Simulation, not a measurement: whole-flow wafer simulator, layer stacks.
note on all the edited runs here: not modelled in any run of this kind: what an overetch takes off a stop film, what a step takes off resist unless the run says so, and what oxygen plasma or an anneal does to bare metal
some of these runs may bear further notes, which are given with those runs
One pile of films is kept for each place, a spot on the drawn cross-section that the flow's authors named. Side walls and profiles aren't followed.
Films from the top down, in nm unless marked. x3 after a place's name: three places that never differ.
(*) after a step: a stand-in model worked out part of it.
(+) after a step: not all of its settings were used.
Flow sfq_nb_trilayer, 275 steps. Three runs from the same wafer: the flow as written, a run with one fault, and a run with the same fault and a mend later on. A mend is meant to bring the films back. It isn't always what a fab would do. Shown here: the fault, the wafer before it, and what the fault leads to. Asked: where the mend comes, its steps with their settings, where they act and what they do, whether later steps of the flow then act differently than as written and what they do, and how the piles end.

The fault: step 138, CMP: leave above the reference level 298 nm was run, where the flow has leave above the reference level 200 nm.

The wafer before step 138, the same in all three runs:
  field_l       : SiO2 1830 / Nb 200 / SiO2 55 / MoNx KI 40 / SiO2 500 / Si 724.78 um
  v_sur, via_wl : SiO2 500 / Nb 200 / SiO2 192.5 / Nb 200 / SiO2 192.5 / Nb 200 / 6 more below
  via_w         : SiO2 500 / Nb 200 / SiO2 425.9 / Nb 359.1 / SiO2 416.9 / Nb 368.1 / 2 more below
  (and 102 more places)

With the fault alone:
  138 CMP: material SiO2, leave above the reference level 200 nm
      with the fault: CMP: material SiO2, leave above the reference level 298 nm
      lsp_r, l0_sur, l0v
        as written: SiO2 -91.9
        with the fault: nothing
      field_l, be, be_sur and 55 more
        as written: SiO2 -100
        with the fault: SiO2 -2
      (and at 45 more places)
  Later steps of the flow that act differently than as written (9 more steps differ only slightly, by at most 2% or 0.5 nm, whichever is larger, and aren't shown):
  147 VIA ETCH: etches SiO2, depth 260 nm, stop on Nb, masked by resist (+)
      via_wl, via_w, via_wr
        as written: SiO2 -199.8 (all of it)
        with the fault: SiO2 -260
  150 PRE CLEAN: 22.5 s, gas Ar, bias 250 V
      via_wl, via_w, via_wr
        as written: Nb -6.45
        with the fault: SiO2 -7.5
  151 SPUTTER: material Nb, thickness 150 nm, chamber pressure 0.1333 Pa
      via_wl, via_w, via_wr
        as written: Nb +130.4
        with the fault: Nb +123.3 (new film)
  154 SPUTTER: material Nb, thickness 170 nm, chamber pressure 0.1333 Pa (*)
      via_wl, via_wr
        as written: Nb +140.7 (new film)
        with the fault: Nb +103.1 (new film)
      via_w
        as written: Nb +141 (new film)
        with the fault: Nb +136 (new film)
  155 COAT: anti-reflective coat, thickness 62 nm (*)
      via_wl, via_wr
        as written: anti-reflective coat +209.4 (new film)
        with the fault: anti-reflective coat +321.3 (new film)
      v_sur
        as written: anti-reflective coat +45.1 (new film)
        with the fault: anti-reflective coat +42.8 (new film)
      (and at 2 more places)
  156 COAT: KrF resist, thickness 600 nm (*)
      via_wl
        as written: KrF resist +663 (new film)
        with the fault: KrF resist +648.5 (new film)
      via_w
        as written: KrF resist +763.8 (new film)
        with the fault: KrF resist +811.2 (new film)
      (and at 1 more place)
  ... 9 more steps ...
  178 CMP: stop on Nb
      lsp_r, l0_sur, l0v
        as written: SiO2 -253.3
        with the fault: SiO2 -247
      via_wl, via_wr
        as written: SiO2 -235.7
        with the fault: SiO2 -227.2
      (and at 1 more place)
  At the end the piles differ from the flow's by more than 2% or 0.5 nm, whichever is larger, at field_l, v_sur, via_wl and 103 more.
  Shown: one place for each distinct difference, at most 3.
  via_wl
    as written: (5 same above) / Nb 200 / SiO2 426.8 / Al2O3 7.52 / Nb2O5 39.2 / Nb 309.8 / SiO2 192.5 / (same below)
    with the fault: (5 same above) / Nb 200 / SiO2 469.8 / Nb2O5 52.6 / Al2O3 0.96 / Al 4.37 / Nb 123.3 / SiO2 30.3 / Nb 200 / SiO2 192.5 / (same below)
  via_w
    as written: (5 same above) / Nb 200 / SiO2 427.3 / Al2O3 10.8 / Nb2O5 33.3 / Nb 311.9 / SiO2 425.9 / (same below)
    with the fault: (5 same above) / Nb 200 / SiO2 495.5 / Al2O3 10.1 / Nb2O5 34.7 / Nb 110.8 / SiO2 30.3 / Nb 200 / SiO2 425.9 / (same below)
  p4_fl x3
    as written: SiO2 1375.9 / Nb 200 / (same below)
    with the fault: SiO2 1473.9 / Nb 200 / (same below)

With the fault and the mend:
  The mend comes after step 139.
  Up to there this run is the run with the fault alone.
  139a CMP: material SiO2, leave above the reference level 200 nm (the flow's step 138 once more)
      field_l, v_sur, via_wl and 100 more
        SiO2 -98
      lsp_r, l0_sur, l0v
        SiO2 -91.9
  No later step of the flow acts differently than as written at any place that is followed.
  At the end the piles are the same as the flow's at every place that both follow.
